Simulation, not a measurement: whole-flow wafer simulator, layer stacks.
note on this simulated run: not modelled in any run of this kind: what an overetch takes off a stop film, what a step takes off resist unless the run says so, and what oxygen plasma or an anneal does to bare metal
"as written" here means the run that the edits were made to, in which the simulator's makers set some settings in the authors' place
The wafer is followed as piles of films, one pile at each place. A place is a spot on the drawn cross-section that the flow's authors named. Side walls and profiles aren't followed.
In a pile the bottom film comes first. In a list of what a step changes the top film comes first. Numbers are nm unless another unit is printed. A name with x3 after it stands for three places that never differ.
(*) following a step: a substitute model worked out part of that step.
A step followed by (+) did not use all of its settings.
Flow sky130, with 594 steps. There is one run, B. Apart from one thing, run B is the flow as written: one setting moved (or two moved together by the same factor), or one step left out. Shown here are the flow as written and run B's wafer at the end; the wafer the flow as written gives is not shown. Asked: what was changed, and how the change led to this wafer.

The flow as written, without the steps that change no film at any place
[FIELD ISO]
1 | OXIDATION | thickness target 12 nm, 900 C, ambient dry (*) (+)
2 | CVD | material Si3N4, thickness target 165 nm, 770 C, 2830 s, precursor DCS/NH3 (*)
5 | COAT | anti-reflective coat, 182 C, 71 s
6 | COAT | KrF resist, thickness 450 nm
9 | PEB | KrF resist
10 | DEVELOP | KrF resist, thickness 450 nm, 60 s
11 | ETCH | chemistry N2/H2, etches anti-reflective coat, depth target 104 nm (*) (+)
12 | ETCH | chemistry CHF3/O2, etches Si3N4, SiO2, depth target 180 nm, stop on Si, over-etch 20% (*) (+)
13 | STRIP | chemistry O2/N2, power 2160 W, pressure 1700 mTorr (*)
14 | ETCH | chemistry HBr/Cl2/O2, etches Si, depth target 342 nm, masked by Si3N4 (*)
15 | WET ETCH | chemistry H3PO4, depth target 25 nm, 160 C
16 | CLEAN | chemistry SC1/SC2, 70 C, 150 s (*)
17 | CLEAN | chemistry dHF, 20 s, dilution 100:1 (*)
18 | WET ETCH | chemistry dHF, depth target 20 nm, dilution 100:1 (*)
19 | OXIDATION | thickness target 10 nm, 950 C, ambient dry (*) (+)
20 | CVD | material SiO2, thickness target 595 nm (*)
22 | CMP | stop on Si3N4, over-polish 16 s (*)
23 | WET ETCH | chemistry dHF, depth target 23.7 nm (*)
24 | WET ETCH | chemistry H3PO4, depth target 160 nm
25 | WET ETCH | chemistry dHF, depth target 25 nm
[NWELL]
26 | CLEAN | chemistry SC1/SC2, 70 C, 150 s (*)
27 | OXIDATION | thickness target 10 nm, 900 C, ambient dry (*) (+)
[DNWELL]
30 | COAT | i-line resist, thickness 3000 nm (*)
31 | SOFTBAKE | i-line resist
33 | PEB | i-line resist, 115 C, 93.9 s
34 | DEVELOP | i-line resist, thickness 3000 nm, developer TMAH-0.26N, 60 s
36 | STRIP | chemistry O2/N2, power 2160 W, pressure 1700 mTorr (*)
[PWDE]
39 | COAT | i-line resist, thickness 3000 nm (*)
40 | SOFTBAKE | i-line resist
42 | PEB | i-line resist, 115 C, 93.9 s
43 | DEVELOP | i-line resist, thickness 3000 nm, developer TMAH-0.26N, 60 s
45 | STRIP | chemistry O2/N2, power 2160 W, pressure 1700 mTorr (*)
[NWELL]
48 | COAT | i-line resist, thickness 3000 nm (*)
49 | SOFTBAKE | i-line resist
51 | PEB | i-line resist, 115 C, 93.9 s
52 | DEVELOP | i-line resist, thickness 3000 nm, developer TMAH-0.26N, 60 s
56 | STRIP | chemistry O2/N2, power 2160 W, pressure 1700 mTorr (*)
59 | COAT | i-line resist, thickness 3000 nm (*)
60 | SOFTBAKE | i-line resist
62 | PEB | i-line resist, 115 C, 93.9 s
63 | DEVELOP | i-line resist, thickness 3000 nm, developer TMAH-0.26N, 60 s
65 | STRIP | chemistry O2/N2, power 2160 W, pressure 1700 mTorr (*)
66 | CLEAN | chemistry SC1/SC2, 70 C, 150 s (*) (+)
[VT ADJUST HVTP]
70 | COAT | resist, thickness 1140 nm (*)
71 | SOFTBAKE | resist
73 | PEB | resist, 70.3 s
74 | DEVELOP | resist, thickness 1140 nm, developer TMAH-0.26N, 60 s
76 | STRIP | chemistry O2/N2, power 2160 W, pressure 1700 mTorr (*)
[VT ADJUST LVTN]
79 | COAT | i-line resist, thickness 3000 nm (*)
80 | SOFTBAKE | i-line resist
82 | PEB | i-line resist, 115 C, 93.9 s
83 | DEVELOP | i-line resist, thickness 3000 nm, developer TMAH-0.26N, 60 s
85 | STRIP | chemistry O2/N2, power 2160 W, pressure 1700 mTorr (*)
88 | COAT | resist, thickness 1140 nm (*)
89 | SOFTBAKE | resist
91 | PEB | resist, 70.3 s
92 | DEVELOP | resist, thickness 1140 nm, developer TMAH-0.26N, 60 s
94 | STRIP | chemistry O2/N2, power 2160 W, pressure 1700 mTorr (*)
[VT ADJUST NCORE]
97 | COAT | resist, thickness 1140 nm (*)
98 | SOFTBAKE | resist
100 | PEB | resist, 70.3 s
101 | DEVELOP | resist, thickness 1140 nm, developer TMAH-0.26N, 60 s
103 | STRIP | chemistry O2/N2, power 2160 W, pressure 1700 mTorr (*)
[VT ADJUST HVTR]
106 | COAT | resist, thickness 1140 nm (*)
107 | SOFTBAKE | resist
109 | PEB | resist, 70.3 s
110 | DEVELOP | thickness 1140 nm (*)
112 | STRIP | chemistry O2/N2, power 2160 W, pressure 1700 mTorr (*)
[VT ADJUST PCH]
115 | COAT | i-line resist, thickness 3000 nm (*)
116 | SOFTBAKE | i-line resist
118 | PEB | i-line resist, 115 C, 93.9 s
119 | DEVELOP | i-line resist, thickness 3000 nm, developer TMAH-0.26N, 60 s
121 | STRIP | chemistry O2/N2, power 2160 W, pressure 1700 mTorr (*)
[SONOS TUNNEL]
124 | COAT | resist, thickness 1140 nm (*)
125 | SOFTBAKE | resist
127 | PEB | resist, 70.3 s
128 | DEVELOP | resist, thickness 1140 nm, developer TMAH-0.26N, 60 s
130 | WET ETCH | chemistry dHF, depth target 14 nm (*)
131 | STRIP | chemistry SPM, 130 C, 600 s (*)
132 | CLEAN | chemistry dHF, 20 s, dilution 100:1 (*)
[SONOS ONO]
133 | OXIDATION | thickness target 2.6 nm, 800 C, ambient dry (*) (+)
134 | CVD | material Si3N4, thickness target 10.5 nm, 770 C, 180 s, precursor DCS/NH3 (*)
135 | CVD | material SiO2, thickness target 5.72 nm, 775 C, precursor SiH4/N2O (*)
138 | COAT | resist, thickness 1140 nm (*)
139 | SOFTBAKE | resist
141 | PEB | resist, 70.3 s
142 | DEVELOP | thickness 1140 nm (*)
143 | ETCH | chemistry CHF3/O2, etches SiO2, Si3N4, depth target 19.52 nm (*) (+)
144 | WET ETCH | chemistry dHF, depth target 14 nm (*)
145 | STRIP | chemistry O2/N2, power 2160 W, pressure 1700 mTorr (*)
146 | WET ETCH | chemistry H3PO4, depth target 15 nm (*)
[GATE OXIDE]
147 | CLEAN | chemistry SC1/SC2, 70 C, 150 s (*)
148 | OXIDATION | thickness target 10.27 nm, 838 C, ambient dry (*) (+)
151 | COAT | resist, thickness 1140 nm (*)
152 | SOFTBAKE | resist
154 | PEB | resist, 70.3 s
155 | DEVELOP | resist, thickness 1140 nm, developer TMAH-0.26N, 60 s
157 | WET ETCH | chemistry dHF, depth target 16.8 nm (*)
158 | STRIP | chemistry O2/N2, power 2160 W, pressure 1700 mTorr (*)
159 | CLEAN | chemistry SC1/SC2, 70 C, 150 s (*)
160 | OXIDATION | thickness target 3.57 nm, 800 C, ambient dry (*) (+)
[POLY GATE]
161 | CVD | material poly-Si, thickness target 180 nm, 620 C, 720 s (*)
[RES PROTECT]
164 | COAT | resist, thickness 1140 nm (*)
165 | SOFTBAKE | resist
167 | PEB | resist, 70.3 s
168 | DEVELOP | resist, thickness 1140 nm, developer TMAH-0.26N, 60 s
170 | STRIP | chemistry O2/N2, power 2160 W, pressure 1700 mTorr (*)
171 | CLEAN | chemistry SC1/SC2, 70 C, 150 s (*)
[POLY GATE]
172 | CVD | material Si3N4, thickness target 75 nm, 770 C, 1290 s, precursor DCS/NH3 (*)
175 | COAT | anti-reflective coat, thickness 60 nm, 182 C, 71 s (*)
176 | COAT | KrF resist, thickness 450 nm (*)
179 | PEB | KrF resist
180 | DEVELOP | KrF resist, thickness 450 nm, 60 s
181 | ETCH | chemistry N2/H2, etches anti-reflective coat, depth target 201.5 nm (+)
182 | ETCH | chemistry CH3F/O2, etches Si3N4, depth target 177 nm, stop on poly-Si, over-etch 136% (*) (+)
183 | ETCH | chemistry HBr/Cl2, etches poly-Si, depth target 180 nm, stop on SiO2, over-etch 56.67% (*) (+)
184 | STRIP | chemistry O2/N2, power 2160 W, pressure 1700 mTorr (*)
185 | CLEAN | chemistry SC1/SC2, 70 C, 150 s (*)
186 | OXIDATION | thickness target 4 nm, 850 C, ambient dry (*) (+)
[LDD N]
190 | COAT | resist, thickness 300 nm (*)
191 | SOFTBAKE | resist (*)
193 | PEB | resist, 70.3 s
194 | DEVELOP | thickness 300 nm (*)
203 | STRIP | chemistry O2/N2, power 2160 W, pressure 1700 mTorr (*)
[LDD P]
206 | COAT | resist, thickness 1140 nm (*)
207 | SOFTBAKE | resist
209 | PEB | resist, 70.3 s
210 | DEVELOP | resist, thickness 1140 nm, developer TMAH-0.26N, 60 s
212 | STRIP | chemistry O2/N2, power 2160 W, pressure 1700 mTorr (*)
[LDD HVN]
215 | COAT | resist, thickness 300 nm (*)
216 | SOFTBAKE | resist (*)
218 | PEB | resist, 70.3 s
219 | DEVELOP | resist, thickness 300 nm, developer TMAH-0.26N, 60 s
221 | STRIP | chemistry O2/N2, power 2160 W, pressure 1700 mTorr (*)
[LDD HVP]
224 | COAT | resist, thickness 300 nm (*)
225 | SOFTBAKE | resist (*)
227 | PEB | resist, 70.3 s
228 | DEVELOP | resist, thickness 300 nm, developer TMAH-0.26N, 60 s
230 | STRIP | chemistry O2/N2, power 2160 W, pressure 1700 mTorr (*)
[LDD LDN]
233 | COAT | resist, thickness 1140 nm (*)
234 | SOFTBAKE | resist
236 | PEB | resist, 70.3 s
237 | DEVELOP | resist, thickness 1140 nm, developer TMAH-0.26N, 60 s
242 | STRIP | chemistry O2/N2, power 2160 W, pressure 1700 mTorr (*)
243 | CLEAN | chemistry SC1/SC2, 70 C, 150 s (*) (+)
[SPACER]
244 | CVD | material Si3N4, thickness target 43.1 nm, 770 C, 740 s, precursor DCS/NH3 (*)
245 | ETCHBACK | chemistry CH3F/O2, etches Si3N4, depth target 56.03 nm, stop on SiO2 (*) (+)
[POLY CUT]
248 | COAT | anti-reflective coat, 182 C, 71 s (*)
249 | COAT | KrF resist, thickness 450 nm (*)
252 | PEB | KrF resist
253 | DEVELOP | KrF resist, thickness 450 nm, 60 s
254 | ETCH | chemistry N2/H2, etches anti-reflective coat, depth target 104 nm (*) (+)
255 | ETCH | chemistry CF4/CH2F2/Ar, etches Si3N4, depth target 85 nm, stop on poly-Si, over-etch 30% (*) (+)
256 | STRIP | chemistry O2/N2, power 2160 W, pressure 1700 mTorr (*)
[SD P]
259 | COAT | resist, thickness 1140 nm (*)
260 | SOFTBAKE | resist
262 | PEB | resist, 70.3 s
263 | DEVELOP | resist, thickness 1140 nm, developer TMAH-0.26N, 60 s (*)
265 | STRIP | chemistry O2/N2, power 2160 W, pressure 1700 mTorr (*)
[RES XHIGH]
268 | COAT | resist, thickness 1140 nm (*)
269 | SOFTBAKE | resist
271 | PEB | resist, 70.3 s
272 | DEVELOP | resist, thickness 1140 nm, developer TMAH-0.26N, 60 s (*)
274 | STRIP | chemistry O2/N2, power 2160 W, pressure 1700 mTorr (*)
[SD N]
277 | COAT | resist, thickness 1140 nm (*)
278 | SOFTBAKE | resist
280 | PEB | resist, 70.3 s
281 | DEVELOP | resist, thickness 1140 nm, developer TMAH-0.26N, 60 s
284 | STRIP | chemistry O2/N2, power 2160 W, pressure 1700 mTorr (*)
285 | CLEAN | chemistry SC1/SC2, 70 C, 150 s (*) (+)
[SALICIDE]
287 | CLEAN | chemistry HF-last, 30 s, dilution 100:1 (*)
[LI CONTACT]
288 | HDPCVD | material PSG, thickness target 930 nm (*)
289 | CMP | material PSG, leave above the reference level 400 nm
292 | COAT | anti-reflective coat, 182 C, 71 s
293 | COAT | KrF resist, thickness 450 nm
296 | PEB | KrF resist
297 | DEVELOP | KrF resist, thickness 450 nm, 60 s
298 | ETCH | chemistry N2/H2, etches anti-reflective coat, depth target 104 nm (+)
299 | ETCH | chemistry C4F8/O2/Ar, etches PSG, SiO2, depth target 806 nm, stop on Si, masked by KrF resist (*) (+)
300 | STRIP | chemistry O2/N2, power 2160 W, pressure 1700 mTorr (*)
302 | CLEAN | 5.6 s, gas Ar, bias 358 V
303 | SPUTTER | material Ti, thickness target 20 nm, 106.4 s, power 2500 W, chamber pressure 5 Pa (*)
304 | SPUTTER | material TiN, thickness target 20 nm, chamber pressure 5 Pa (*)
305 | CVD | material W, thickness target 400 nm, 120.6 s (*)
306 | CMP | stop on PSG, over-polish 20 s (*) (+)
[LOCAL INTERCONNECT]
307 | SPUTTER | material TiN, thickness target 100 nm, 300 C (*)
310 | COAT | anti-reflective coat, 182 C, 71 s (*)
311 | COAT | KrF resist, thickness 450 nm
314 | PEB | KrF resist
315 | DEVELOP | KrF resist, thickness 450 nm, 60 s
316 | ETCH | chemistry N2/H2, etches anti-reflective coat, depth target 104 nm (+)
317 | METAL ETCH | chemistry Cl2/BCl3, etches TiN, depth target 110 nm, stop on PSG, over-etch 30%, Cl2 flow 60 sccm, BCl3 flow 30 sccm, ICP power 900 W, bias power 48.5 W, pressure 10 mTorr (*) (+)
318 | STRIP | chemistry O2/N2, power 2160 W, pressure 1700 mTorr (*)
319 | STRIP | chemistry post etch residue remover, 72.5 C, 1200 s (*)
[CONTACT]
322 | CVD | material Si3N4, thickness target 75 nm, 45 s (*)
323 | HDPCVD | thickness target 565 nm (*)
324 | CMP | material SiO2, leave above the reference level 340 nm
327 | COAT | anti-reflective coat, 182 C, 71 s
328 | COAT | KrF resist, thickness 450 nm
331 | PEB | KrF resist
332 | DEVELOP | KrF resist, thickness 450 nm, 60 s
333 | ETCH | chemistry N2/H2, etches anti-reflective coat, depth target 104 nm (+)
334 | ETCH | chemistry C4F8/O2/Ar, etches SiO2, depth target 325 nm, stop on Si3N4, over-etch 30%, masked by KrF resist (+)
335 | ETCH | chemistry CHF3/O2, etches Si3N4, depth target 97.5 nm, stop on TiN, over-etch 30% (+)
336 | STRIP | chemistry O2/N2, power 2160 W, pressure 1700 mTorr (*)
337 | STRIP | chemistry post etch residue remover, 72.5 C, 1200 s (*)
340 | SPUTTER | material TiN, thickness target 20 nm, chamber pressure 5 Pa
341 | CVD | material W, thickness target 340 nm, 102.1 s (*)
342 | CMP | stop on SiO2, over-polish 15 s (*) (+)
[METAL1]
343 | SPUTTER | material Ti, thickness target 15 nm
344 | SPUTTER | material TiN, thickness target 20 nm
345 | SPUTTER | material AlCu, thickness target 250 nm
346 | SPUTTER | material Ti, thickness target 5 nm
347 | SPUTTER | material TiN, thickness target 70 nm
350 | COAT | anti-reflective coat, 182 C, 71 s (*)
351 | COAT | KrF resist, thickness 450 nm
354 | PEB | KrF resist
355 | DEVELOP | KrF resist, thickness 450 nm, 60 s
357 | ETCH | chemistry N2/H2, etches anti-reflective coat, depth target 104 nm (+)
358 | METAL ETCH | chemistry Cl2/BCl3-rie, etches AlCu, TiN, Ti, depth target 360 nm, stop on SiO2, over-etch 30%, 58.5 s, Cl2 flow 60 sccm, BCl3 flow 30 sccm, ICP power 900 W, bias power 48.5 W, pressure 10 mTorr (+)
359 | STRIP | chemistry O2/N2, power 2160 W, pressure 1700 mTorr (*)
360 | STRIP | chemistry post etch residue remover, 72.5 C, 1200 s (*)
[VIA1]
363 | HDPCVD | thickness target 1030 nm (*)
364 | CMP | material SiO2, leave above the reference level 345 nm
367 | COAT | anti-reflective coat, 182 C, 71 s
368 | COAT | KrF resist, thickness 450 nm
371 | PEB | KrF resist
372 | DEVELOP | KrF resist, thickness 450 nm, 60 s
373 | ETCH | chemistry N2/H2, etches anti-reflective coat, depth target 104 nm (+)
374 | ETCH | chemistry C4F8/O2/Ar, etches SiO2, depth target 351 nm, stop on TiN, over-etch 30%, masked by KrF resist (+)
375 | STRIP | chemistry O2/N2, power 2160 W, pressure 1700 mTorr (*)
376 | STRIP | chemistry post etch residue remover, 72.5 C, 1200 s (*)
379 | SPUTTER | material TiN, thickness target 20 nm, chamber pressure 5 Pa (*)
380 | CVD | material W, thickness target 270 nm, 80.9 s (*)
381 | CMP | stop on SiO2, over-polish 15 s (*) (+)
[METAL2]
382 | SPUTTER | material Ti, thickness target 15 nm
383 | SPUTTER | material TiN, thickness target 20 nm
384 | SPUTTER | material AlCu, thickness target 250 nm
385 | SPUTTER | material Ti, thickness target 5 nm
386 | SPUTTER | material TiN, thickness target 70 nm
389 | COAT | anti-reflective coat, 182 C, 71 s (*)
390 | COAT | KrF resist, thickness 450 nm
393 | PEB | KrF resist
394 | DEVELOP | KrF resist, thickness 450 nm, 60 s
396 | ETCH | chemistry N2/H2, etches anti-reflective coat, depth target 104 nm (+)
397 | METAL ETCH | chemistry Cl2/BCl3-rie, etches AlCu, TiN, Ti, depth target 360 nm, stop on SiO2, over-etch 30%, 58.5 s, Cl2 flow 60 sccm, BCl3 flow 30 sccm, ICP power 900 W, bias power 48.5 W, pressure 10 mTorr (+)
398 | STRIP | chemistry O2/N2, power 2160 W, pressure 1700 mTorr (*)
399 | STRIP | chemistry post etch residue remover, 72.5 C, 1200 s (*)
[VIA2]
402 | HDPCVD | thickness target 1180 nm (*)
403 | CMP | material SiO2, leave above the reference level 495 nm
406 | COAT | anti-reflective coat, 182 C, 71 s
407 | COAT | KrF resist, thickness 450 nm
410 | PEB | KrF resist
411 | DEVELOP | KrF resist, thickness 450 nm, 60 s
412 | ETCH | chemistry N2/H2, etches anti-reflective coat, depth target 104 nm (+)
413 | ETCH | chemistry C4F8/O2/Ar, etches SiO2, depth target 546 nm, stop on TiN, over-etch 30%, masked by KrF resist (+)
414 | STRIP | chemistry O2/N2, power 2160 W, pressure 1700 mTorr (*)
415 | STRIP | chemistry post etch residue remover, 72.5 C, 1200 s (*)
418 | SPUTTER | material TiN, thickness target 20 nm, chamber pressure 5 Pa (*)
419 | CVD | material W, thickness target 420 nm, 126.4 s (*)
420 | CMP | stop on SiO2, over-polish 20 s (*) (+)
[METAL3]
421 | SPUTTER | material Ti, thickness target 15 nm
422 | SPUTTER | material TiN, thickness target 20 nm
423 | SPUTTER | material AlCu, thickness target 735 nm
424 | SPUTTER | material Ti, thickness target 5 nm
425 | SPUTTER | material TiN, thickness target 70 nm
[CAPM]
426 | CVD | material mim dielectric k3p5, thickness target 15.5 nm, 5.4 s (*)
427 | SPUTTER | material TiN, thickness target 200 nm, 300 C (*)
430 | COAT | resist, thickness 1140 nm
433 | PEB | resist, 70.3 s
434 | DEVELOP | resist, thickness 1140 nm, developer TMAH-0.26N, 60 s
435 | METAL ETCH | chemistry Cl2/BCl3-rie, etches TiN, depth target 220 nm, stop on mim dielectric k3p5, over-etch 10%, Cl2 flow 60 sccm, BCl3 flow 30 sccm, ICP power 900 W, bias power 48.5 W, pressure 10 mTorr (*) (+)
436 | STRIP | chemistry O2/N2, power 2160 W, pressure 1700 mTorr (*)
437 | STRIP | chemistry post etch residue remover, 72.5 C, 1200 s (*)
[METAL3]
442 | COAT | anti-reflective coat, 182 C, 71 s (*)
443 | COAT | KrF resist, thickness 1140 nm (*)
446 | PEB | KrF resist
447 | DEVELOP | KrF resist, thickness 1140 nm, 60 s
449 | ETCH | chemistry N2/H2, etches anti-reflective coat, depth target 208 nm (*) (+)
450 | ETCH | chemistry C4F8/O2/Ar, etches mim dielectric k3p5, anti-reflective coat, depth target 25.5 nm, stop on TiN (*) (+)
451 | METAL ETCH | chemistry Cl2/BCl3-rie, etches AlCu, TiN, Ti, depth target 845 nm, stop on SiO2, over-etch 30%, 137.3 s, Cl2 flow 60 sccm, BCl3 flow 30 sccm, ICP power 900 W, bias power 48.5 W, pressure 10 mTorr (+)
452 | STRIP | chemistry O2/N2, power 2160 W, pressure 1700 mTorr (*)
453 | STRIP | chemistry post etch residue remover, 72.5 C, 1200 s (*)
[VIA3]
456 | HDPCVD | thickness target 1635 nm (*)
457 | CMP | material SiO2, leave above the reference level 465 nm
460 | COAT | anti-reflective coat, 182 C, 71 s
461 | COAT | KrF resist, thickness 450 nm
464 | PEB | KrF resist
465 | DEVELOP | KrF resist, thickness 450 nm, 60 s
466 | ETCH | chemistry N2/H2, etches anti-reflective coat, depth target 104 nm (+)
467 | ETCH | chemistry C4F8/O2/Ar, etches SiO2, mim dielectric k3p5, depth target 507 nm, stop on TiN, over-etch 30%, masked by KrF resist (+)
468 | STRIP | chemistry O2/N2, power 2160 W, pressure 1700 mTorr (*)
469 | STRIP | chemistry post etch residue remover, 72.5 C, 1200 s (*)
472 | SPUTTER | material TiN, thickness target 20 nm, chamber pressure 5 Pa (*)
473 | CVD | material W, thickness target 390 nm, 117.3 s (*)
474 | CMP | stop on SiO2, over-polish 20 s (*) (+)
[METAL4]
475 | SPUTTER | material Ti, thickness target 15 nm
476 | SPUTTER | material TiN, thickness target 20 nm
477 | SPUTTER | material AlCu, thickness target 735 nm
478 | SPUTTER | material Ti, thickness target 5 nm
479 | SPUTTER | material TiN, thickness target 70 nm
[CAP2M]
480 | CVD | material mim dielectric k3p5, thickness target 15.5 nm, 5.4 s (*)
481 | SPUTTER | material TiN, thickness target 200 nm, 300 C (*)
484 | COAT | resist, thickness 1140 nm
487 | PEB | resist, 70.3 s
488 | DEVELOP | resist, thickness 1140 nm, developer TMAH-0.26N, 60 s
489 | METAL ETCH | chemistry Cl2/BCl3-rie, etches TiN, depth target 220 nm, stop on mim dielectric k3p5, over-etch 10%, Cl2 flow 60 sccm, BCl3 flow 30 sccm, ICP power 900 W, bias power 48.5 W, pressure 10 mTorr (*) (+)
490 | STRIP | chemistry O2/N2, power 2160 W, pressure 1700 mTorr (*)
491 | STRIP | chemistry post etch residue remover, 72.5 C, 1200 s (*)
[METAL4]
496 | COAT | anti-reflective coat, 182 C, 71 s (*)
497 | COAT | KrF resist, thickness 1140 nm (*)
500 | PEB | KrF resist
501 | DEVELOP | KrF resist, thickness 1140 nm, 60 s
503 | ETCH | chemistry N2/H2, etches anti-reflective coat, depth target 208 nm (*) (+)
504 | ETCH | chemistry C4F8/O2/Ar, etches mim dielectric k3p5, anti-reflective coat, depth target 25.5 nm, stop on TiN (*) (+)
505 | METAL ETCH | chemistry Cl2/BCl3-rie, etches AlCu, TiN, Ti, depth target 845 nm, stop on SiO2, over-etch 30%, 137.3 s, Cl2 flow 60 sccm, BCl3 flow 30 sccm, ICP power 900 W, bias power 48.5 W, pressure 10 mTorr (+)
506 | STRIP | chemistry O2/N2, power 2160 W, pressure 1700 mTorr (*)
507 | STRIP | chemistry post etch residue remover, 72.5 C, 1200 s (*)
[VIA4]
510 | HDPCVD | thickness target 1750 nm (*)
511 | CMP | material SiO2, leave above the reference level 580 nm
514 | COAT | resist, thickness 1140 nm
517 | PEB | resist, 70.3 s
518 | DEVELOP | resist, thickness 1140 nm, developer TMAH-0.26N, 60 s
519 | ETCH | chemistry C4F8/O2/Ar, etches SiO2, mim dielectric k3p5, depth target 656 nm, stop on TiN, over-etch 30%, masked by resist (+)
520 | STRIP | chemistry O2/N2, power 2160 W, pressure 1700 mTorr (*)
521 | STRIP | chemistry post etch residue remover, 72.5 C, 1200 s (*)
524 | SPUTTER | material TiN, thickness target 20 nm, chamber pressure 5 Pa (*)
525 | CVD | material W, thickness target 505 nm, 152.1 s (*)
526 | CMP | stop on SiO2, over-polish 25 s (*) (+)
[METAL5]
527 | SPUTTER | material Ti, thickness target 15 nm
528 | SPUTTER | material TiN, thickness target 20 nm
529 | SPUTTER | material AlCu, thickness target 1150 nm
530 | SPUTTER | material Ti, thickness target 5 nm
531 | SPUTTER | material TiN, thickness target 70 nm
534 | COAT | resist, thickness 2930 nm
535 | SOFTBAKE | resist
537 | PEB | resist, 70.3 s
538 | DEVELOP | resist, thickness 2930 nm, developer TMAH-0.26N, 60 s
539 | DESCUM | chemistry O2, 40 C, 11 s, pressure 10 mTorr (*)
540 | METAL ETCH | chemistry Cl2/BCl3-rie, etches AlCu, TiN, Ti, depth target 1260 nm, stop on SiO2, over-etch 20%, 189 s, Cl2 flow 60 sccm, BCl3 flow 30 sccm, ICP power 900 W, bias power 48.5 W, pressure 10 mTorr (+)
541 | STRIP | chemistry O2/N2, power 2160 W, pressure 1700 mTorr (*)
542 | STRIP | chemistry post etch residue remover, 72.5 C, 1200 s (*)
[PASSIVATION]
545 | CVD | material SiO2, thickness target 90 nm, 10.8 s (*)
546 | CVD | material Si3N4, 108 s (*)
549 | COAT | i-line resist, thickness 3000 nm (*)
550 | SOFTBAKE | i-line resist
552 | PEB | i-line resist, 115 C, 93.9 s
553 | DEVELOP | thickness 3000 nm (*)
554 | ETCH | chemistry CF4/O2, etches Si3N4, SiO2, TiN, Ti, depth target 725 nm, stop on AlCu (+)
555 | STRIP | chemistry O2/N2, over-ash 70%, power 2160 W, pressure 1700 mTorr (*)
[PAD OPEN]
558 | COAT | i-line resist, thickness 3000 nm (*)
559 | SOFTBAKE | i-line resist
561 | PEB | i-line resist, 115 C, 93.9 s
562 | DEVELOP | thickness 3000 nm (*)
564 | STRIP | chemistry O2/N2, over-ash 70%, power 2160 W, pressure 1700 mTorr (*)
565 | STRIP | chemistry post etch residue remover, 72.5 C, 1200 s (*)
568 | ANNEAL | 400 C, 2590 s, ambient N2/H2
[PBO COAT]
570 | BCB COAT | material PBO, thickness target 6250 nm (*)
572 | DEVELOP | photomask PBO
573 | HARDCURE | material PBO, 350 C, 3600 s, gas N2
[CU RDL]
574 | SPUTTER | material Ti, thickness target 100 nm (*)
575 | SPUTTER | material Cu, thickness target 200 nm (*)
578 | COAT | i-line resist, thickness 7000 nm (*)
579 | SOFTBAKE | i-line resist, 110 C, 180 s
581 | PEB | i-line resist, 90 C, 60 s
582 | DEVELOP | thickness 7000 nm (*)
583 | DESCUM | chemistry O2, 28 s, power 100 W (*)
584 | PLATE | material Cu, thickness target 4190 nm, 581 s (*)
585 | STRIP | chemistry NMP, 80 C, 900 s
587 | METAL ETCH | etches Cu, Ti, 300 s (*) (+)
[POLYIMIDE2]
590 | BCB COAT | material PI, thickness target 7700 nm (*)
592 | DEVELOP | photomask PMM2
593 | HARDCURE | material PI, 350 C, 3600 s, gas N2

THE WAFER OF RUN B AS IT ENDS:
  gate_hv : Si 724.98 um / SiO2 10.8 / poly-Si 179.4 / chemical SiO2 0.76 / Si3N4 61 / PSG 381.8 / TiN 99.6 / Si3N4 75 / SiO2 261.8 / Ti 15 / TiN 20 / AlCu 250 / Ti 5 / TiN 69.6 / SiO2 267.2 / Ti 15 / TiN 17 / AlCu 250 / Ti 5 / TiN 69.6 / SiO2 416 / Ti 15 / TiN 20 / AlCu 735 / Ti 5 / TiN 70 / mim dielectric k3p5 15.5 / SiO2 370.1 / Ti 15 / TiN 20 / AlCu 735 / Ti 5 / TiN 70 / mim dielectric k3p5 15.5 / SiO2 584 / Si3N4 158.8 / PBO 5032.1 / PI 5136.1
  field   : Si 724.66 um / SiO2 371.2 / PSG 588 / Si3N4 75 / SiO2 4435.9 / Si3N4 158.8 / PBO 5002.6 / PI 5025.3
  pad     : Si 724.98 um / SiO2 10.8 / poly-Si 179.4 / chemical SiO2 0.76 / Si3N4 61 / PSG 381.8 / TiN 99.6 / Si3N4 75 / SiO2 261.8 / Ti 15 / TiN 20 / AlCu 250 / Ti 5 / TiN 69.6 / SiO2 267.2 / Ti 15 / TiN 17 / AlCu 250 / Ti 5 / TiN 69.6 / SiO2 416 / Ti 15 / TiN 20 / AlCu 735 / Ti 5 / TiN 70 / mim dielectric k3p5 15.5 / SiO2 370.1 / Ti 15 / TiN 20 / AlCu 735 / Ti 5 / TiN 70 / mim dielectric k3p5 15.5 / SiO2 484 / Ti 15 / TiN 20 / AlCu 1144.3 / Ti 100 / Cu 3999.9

The reason: step 383, SPUTTER: thickness target 17 nm was run, while the flow as written has thickness target 20 nm.
The wafer lets one read it off: gate_hv has TiN 17, and step 383 as written asks for 20 nm.

How this came from the change, step by step:
  383 | SPUTTER | material TiN, thickness target 20 nm
      field, active, n_well and 188 more: TiN gains 17 (new film) (as written it would have been: TiN gains 20 (new film))
  397 | METAL ETCH | chemistry Cl2/BCl3-rie, etches AlCu, TiN, Ti, depth target 360 nm, stop on SiO2, over-etch 30%, 58.5 s, Cl2 flow 60 sccm, BCl3 flow 30 sccm, ICP power 900 W, bias power 48.5 W, pressure 10 mTorr (+)
      field, active, gate and 82 more: TiN loses 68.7 (all of it), Ti loses 5 (all of it), AlCu loses 250 (all of it), TiN loses 17 (all of it), Ti loses 15 (all of it), SiO2 loses 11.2 (as written it would have been: TiN loses 68.7 (all of it), Ti loses 5 (all of it), AlCu loses 250 (all of it), TiN loses 20 (all of it), Ti loses 15 (all of it), SiO2 loses 10.9)
